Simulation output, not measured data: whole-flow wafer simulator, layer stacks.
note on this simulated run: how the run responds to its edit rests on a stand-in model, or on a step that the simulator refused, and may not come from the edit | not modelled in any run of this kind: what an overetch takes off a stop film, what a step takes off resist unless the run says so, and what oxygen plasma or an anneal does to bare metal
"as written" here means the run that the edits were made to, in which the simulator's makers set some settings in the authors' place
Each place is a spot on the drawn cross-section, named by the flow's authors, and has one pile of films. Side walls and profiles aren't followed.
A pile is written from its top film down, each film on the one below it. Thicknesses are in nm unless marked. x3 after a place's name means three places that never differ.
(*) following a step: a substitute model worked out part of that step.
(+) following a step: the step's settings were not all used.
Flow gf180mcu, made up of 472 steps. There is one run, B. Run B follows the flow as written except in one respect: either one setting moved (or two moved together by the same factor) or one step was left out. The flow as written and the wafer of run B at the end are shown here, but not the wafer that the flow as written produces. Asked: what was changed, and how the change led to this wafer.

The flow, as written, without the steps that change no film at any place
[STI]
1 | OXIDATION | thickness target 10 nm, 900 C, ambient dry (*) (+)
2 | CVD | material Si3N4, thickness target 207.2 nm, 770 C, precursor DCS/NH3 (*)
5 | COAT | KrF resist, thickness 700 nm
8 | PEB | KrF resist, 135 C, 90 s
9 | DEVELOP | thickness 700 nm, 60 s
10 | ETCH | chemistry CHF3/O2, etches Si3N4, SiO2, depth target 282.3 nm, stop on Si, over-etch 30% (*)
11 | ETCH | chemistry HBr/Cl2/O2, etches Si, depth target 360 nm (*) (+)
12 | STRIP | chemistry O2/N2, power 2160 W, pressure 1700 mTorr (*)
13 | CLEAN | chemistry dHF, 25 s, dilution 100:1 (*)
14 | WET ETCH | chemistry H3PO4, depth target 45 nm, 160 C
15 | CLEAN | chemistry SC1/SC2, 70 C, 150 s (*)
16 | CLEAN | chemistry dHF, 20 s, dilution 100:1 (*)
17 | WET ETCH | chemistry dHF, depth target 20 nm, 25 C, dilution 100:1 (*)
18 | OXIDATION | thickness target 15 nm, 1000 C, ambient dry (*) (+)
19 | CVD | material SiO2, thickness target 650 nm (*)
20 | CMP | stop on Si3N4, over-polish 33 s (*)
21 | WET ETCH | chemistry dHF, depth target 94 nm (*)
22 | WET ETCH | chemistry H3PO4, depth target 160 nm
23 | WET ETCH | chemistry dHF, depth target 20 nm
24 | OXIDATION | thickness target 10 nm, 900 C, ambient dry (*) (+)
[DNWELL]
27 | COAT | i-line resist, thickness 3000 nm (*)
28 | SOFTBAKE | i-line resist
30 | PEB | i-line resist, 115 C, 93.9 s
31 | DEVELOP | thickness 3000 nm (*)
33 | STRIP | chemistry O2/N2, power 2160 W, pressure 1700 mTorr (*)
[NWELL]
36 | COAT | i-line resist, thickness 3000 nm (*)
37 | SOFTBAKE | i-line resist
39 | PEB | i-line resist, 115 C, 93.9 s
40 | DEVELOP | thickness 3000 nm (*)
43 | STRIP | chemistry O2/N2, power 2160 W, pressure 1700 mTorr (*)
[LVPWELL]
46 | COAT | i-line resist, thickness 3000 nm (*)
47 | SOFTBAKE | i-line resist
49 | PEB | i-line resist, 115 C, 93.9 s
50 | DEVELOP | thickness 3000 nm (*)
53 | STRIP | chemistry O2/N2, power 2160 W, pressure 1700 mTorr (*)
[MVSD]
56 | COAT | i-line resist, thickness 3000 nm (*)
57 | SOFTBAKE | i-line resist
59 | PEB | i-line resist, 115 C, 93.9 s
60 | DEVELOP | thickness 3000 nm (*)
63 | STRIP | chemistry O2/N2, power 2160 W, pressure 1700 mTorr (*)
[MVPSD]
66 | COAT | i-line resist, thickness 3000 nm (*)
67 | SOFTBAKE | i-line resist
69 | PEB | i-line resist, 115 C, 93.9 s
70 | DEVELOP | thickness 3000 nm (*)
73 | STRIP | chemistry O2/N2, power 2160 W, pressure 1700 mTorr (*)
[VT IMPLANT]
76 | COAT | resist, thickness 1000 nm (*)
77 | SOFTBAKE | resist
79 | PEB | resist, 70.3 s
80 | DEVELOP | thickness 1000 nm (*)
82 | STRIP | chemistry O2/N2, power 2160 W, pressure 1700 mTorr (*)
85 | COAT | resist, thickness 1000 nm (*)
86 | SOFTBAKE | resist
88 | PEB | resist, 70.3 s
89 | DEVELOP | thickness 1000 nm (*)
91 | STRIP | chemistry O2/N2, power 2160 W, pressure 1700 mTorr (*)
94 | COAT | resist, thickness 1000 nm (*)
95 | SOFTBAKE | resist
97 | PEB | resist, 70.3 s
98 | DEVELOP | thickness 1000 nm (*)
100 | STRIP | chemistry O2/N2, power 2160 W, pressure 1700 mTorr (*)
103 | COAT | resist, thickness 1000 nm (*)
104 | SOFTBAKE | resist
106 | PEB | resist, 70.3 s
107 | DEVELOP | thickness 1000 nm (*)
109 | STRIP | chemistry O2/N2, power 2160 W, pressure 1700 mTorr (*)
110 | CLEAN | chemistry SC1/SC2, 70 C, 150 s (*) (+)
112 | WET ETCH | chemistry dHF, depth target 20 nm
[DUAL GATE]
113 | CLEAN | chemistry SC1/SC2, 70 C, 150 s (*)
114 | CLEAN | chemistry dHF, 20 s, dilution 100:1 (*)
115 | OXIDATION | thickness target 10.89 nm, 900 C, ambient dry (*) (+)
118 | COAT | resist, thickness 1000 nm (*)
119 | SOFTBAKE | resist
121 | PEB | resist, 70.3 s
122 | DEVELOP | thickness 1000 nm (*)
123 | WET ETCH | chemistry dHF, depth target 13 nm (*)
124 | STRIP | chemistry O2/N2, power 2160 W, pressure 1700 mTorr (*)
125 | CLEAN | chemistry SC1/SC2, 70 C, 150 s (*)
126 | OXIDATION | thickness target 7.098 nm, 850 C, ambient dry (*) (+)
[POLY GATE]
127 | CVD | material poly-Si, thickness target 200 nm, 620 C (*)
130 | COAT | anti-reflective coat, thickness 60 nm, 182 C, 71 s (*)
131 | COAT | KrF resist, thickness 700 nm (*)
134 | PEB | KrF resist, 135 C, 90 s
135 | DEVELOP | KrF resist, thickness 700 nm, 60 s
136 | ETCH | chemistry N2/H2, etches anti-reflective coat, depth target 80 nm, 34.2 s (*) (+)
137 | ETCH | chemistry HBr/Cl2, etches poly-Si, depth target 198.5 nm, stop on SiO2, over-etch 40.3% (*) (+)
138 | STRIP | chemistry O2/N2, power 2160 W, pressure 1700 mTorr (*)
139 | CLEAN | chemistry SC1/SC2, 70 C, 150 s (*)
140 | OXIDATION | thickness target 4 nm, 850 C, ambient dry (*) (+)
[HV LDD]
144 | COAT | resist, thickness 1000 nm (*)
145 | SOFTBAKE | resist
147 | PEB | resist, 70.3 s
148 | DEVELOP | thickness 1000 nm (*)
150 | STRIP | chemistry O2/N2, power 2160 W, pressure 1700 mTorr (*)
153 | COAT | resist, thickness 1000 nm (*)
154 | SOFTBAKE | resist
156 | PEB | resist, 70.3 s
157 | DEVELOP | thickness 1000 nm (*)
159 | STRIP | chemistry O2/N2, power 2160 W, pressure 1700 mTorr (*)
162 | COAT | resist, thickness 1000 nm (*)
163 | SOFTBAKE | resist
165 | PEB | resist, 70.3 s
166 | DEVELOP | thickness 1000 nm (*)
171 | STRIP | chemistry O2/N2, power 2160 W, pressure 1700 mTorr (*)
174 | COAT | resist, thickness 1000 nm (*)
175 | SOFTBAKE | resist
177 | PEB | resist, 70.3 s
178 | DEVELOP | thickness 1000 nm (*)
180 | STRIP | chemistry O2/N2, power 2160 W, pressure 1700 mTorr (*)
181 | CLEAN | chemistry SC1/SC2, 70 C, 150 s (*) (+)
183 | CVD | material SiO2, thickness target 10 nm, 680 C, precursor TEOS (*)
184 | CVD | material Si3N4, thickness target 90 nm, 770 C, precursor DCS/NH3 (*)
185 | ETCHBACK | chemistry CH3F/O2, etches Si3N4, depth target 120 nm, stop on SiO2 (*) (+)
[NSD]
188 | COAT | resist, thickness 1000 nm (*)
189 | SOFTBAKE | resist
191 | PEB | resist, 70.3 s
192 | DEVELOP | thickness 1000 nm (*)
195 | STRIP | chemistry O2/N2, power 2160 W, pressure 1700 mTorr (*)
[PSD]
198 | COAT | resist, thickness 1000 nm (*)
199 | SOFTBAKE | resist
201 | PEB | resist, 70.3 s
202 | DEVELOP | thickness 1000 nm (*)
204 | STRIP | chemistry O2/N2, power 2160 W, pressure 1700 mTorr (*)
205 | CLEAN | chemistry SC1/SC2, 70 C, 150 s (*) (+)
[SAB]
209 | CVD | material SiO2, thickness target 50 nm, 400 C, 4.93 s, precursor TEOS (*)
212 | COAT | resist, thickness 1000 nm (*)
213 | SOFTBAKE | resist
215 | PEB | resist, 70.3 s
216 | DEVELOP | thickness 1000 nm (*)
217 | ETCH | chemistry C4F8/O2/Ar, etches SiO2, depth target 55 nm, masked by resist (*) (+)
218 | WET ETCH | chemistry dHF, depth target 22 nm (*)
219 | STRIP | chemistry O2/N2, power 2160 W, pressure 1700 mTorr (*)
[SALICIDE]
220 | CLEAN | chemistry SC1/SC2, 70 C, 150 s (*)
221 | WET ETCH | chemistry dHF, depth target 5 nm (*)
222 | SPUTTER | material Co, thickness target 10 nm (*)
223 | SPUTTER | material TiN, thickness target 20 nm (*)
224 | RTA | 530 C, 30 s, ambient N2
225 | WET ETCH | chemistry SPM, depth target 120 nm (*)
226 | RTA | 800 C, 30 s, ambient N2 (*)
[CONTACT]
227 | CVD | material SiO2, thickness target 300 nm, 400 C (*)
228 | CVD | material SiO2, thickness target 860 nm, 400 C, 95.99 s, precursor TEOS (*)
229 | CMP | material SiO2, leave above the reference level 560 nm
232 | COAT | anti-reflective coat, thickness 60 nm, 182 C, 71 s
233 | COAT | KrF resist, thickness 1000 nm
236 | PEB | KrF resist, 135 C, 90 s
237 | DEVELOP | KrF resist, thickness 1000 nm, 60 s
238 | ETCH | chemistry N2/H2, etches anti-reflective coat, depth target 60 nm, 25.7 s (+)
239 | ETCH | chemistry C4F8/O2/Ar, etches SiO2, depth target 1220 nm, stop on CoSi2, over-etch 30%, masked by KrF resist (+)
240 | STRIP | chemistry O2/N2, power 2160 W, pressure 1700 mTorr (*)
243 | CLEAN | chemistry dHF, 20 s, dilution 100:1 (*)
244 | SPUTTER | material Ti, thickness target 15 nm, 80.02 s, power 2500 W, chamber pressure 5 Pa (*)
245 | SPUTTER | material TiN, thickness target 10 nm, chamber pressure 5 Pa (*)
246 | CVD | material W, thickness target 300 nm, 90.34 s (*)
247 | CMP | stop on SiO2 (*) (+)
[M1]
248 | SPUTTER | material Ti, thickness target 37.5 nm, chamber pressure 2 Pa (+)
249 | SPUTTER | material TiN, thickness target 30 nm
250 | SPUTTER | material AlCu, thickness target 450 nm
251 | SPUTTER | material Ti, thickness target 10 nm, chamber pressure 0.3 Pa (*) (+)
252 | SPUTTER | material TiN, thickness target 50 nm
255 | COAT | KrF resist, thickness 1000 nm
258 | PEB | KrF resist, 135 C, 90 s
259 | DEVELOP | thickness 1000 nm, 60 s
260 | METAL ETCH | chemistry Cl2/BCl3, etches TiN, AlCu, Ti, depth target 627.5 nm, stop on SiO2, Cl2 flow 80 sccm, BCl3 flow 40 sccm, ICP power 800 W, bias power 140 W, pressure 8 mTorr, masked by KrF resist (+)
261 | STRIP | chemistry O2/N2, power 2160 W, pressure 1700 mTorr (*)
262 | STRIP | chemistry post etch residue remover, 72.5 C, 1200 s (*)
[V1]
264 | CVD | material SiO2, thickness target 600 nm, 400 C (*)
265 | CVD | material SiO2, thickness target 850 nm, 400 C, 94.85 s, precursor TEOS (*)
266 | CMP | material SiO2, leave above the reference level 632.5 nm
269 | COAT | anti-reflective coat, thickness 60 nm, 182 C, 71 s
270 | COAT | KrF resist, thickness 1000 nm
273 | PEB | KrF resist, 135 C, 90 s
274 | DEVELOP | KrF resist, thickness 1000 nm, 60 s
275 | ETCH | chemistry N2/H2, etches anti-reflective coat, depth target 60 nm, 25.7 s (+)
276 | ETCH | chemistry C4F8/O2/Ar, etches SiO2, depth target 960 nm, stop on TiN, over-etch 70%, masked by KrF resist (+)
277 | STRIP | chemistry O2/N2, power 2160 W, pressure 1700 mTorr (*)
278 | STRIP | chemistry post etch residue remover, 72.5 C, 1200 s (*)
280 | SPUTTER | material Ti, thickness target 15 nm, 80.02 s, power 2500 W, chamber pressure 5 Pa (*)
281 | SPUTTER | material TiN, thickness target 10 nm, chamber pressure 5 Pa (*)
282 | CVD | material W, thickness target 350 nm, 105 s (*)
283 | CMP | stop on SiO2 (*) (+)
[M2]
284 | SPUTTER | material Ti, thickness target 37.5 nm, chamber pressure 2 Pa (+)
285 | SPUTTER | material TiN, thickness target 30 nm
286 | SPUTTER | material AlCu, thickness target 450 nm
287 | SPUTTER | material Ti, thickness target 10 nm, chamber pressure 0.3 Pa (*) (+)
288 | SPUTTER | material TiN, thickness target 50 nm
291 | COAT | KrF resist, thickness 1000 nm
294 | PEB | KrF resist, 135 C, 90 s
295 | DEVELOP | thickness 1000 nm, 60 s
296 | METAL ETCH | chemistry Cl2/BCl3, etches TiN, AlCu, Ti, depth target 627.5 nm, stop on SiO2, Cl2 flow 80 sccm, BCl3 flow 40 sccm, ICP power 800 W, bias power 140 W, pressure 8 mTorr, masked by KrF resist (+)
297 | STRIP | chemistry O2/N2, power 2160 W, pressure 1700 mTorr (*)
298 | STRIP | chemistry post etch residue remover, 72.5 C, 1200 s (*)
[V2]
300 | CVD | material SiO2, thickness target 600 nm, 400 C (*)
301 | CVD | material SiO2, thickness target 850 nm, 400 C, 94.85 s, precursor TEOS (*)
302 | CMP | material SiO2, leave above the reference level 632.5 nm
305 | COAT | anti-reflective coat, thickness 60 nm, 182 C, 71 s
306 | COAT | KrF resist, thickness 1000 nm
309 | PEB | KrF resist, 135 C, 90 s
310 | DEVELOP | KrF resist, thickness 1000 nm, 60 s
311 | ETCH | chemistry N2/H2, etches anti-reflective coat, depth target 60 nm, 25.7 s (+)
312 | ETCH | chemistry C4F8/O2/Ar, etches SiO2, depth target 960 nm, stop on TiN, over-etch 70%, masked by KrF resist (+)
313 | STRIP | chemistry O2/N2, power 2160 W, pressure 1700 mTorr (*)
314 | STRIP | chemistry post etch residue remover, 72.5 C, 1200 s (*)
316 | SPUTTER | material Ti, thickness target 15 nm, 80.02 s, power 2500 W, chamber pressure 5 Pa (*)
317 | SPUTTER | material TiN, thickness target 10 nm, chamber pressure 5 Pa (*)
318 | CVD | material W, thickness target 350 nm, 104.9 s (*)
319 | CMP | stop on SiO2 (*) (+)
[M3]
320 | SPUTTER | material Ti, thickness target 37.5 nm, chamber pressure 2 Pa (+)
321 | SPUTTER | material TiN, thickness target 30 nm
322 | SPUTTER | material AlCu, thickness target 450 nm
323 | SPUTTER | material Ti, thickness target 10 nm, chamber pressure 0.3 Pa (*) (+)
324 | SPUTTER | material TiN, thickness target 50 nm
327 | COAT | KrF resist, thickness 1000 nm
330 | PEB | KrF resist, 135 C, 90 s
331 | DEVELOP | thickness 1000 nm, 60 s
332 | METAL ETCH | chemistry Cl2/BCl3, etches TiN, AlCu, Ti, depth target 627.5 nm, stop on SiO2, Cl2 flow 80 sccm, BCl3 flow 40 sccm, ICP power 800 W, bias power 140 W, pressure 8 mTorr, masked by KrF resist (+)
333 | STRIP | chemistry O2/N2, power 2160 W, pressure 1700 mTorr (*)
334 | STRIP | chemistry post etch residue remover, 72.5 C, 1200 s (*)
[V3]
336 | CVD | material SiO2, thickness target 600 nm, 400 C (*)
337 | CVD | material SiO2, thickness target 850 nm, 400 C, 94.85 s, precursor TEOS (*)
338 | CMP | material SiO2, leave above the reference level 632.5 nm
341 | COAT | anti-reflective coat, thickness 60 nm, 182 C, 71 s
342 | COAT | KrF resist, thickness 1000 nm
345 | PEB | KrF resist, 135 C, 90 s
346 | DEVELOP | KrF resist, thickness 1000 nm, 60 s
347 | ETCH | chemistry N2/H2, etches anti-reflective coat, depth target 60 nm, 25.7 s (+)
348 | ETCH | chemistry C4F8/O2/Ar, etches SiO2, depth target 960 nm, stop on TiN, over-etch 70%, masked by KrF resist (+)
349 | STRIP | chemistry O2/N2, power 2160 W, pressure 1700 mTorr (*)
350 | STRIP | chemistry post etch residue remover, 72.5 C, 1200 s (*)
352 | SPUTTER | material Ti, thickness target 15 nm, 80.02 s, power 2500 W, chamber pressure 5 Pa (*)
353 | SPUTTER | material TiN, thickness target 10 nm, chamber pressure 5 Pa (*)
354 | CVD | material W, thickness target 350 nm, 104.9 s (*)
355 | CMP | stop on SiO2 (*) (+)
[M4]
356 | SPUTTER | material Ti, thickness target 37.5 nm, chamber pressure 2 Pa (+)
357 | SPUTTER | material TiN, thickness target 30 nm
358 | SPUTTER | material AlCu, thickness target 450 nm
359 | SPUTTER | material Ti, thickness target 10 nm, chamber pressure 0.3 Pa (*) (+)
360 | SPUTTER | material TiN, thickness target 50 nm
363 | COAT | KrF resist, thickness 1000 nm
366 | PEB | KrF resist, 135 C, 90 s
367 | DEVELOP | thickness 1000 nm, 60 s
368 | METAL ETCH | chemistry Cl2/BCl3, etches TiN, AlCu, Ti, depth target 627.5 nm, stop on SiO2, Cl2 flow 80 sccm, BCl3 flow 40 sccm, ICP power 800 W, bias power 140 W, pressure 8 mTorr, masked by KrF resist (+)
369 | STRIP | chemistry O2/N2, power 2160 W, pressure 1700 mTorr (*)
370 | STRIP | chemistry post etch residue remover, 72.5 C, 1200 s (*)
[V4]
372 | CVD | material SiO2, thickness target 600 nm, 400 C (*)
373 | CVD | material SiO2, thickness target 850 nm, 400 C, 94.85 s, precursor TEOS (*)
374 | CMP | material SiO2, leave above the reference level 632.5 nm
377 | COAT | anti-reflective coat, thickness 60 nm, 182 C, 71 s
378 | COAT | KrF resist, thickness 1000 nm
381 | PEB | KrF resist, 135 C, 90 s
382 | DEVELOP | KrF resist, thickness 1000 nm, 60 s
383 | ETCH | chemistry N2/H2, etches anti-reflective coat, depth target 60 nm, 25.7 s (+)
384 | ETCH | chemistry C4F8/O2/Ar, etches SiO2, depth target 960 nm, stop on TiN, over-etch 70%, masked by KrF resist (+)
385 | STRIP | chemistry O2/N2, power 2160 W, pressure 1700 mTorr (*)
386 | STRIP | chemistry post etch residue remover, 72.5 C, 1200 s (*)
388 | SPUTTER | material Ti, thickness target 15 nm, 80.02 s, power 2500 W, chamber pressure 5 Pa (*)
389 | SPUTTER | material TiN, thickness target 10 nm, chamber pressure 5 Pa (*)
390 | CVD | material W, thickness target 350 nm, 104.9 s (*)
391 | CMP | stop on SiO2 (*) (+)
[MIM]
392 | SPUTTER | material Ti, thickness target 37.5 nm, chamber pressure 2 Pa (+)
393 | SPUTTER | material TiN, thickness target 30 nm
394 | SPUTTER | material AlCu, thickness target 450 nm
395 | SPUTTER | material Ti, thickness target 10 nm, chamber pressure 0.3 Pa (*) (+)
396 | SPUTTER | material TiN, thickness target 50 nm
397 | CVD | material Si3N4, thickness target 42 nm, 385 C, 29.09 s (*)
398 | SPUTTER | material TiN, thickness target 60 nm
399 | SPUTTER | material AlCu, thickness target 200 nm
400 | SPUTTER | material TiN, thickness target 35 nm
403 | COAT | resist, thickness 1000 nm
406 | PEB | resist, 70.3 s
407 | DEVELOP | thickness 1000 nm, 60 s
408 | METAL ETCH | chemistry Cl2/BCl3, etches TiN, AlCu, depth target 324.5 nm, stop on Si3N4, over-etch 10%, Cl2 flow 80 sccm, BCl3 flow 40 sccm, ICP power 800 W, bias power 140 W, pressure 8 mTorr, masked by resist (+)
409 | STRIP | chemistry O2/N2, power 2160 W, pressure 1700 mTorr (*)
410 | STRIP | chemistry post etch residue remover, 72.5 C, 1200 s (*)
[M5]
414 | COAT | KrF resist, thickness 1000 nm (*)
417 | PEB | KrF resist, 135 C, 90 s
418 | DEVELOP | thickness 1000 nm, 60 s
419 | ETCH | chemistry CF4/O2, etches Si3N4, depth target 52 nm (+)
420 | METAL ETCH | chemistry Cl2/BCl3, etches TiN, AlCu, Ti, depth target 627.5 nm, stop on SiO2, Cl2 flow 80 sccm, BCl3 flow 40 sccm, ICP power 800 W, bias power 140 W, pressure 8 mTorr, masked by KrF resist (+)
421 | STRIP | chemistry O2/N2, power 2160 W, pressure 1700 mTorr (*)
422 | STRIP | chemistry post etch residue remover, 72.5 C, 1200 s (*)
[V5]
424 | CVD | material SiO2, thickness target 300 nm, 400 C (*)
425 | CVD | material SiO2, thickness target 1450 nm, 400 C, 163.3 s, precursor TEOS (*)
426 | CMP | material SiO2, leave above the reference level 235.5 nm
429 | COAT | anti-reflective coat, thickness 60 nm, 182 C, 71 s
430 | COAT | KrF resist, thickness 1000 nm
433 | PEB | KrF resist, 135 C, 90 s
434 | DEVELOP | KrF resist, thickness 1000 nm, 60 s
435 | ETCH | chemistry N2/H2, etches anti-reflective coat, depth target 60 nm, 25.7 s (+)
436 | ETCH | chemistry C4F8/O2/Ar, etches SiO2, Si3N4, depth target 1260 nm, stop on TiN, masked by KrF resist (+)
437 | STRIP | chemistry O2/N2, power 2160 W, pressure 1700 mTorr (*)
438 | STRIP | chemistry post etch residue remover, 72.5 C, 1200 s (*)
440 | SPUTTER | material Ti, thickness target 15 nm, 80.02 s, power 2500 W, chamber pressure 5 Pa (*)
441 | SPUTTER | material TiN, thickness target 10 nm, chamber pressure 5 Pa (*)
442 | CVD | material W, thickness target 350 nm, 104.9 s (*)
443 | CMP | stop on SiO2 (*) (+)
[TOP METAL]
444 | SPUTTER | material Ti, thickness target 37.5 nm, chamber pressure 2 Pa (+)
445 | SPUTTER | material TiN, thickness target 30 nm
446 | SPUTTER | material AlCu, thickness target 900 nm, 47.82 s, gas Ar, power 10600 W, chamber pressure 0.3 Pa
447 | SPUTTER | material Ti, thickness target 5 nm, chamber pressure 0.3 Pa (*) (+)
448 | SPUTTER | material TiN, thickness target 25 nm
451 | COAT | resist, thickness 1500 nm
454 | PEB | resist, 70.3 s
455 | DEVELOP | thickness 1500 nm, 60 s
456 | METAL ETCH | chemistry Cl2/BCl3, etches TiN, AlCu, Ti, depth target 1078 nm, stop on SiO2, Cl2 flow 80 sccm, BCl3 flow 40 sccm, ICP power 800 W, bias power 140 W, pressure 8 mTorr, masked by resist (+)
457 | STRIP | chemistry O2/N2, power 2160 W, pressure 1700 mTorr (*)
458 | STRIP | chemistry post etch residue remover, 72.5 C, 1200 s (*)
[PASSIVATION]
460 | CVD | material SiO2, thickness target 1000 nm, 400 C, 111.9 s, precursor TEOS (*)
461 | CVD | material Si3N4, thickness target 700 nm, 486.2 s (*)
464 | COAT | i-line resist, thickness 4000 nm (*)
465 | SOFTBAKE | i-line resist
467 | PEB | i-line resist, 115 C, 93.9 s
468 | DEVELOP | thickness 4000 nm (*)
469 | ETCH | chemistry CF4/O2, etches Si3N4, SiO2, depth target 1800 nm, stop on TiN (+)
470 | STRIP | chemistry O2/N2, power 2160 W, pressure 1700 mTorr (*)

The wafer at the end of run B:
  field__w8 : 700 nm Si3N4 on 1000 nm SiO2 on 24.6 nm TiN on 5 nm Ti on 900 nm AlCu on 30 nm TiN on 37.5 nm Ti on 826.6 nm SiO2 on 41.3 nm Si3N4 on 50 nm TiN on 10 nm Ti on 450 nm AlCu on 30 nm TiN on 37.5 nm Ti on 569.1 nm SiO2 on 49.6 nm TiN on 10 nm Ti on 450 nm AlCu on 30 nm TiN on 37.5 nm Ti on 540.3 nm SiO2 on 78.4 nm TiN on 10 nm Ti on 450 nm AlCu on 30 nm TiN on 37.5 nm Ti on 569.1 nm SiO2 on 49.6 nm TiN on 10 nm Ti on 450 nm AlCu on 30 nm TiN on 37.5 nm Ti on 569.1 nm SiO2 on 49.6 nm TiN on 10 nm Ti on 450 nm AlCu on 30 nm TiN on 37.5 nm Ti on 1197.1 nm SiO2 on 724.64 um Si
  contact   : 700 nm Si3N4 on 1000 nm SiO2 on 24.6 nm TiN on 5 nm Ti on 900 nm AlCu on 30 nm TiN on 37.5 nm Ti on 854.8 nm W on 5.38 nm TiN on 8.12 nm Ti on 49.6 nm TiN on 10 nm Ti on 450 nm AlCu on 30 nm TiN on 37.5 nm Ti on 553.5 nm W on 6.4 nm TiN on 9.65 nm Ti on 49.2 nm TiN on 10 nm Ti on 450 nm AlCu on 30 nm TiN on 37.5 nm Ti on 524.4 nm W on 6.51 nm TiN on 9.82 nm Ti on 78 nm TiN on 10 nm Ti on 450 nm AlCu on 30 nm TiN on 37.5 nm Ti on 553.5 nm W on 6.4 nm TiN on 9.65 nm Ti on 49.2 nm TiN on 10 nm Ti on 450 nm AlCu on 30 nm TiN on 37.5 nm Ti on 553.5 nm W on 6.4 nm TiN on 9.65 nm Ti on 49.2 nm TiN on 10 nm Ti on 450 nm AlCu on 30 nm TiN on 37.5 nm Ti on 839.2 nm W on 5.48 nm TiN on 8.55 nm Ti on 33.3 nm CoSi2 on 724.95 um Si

Cause: step 324, SPUTTER: thickness target 78.8 nm was run, though the flow has thickness target 50 nm.

The path from the change to this, step by step:
  324 | SPUTTER | material TiN, thickness target 50 nm
      field, field__w1, field__w2 and 108 more: TiN gains 78.8 (new film) (as written it would have been: TiN gains 50 (new film))
  332 | METAL ETCH | chemistry Cl2/BCl3, etches TiN, AlCu, Ti, depth target 627.5 nm, stop on SiO2, Cl2 flow 80 sccm, BCl3 flow 40 sccm, ICP power 800 W, bias power 140 W, pressure 8 mTorr, masked by KrF resist (+)
      field, field__w1, field__w2 and 103 more: TiN loses 78.8 (all of it), Ti loses 10 (all of it), AlCu loses 450 (all of it), TiN loses 30 (all of it), Ti loses 37.5 (all of it) (as written it would have been: TiN loses 50 (all of it), Ti loses 10 (all of it), AlCu loses 450 (all of it), TiN loses 30 (all of it), Ti loses 37.5 (all of it))
  338 | CMP | material SiO2, leave above the reference level 632.5 nm
      field__w8, contact, m1, m1__w1, m1_nw: SiO2 loses 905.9 (as written it would have been: SiO2 loses 877.1)
  348 | ETCH | chemistry C4F8/O2/Ar, etches SiO2, depth target 960 nm, stop on TiN, over-etch 70%, masked by KrF resist (+)
      field, field__w1, field__w2 and 107 more: KrF resist loses 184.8 (as written it would have been: KrF resist loses 192)
      contact: SiO2 loses 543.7 (all of it) (as written it would have been: SiO2 loses 572.5 (all of it))
  354 | CVD | material W, thickness target 350 nm, 104.9 s (*)
      contact: W gains 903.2 (new film) (as written it would have been: W gains 932.3 (new film))
